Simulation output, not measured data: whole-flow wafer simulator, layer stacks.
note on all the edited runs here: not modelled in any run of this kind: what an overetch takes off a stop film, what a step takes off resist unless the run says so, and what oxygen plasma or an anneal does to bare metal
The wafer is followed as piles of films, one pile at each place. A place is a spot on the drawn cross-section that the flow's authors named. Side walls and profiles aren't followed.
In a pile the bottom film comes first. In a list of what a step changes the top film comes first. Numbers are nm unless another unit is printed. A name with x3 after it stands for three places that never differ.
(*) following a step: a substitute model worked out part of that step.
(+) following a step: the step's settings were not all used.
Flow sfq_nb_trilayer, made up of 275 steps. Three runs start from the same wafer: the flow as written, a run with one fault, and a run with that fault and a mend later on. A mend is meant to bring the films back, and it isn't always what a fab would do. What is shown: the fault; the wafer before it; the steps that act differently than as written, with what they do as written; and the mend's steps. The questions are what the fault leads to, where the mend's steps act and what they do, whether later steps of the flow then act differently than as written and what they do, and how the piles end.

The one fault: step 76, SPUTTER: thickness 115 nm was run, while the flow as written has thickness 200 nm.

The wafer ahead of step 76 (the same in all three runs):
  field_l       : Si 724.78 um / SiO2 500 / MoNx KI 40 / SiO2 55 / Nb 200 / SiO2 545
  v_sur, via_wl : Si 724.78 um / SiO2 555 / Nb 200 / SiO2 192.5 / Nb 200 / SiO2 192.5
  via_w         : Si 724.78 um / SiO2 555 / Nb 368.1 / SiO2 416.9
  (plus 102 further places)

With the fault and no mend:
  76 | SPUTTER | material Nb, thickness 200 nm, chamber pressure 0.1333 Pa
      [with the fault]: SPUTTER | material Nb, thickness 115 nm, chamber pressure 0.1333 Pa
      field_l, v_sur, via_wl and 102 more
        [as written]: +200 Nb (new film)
        [with the fault]: +115 Nb (new film)
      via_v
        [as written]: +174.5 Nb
        [with the fault]: +101.2 Nb
  Steps later in the flow that act otherwise than as written (4 more steps, not shown, differ only slightly: by at most 2% or 0.5 nm, whichever is larger):
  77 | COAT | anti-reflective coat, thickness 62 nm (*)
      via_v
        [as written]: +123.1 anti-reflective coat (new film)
        [with the fault]: +119.3 anti-reflective coat (new film)
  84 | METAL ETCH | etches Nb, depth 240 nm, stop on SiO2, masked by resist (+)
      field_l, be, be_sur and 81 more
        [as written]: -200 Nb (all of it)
        [with the fault]: -115 Nb (all of it)
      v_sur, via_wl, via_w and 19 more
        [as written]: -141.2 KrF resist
        [with the fault]: -101.5 KrF resist
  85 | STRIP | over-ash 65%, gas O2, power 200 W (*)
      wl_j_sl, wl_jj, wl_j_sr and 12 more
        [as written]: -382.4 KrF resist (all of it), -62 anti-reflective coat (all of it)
        [with the fault]: -422.1 KrF resist (all of it), -62 anti-reflective coat (all of it)
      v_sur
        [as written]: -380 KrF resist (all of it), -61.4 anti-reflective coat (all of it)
        [with the fault]: -419.8 KrF resist (all of it), -61.4 anti-reflective coat (all of it)
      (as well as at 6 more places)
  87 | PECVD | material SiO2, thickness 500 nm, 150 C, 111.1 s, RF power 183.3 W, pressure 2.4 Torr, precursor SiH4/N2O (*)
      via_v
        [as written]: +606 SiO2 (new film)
        [with the fault]: +585.1 SiO2 (new film)
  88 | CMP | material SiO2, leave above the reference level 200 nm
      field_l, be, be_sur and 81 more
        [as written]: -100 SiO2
        [with the fault]: -185 SiO2
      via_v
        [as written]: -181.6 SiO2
        [with the fault]: -172.4 SiO2
  The piles end different from the flow's at field_l, v_sur, via_wl and 103 more by more than 2% or 0.5 nm, whichever is larger.
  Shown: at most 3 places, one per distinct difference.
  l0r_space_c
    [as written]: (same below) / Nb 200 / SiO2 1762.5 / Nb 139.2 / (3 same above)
    [with the fault]: (same below) / Nb 200 / SiO2 1677.5 / Nb 139.2 / (3 same above)
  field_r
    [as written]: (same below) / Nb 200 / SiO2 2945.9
    [with the fault]: (same below) / Nb 200 / SiO2 2860.9
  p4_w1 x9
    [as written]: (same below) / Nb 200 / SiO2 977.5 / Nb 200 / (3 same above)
    [with the fault]: (same below) / Nb 200 / SiO2 892.5 / Nb 200 / (3 same above)

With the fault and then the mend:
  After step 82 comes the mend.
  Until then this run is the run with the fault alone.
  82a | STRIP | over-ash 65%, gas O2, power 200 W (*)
      p4_fl x3, p4_w1 x9, p4_g1 x2 and 48 more
        -62 anti-reflective coat (all of it)
      wl_j_sl, wl_jj, wl_j_sr and 12 more
        -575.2 KrF resist (all of it), -62 anti-reflective coat (all of it)
      moat, field_r, lsp_l and 6 more
        -61.8 anti-reflective coat (all of it)
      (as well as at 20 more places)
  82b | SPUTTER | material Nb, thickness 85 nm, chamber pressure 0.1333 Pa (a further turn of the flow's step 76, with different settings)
      field_l, v_sur, via_wl and 102 more
        +85 Nb
      via_v
        +69.1 Nb
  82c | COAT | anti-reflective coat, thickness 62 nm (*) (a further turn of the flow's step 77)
      p4_fl x3, p4_w1 x9, p4_g1 x2 and 63 more
        +62 anti-reflective coat (new film)
      moat, field_r, lsp_l and 6 more
        +61.8 anti-reflective coat (new film)
      be_r, r_sur, res, r_end
        +61.7 anti-reflective coat (new film)
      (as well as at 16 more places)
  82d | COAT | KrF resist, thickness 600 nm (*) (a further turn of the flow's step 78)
      p4_fl x3, p4_w1 x9, p4_g1 x2 and 63 more
        +600 KrF resist (new film)
      field_r, lsp_l, ln_m5, l0v
        +599.5 KrF resist (new film)
      lsp_m, ln_m6, lsp_r, l0_sur
        +599.6 KrF resist (new film)
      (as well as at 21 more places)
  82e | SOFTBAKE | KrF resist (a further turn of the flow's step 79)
      does not change any film at any place that is followed
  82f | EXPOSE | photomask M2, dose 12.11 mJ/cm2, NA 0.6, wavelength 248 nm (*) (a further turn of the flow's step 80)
      does not change any film at any place that is followed
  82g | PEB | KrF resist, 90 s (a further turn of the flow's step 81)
      field_l, v_sur, via_wl and 97 more
        -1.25 KrF resist
      via_w, via_wr, via_sp, wire, be
        -1.24 KrF resist
      via_v
        -1.6 KrF resist
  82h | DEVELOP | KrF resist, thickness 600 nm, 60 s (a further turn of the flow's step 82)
      p4_fl x3, p4_w1 x9, p4_g1 x2 and 48 more
        -598.7 KrF resist (all of it)
      v_sur, via_wl, via_w and 19 more
        -23.5 KrF resist
      lsp_l, ln_m5, lsp_m, ln_m6, lsp_r, l0_sur, l0v
        -598.3 KrF resist (all of it)
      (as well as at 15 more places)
  Every later step of the flow that is run acts as written, at every place that is followed, to within 2% or 0.5 nm, whichever is larger.
  When the end is reached, the piles differ only a little from the flow's at the places that both follow, at most by 2% or 0.5 nm, whichever is larger.
